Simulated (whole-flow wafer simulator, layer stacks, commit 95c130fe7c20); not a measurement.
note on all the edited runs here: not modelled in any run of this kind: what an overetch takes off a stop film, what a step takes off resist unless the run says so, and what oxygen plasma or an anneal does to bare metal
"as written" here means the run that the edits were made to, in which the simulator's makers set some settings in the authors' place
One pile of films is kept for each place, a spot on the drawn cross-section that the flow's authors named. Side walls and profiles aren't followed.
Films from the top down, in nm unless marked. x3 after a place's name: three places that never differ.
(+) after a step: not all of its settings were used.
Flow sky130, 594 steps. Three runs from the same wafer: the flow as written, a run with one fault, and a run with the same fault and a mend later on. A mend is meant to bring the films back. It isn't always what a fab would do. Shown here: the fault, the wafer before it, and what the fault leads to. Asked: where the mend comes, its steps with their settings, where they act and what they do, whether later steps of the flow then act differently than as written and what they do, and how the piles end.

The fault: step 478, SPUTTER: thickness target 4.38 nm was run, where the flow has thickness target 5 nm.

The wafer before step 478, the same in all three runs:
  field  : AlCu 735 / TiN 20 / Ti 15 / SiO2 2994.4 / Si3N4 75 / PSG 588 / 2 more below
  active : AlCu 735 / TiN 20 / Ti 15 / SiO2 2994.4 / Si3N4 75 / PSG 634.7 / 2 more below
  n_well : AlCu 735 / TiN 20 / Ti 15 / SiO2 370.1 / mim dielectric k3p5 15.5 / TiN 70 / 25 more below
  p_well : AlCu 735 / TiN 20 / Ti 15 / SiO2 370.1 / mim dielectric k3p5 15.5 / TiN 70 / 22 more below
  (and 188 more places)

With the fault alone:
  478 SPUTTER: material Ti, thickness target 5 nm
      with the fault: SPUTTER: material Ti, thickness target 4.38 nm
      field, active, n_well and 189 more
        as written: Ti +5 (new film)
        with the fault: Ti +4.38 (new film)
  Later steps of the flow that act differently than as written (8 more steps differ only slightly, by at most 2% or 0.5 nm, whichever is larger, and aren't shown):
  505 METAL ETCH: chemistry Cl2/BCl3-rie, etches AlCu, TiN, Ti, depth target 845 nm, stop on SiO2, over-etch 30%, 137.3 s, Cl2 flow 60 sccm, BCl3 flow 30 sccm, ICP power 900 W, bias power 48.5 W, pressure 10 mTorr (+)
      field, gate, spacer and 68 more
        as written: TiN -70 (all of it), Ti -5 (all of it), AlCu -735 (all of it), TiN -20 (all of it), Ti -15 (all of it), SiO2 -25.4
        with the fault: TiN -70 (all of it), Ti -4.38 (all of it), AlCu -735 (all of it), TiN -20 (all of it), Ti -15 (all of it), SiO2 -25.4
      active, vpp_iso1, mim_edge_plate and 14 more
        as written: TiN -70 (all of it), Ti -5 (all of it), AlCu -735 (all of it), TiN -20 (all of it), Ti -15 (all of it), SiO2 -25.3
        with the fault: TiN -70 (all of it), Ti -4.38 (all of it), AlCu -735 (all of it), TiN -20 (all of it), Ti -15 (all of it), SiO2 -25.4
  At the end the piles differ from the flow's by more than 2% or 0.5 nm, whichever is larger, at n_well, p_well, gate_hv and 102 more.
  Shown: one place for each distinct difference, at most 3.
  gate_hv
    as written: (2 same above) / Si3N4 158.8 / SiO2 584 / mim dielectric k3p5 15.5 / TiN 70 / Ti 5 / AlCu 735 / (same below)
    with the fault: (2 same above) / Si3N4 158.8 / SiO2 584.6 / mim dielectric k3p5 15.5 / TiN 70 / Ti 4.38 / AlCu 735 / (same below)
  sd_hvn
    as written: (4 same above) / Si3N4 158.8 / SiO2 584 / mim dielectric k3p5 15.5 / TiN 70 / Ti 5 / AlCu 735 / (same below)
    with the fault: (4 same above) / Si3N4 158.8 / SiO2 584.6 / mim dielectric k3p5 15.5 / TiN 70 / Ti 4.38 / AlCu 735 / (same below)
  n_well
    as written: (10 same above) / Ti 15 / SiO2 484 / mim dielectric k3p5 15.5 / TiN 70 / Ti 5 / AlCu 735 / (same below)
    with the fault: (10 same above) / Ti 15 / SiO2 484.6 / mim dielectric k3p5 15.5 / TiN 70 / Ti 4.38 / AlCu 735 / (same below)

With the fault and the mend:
  The mend comes after step 478.
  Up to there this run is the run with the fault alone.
  478a SPUTTER: material Ti, thickness target 0.62 nm (the flow's step 478 once more, with other settings)
      field, active, n_well and 189 more
        Ti +0.62
  No later step of the flow acts differently than as written at any place that is followed.
  At the end the piles are the same as the flow's at every place that both follow.
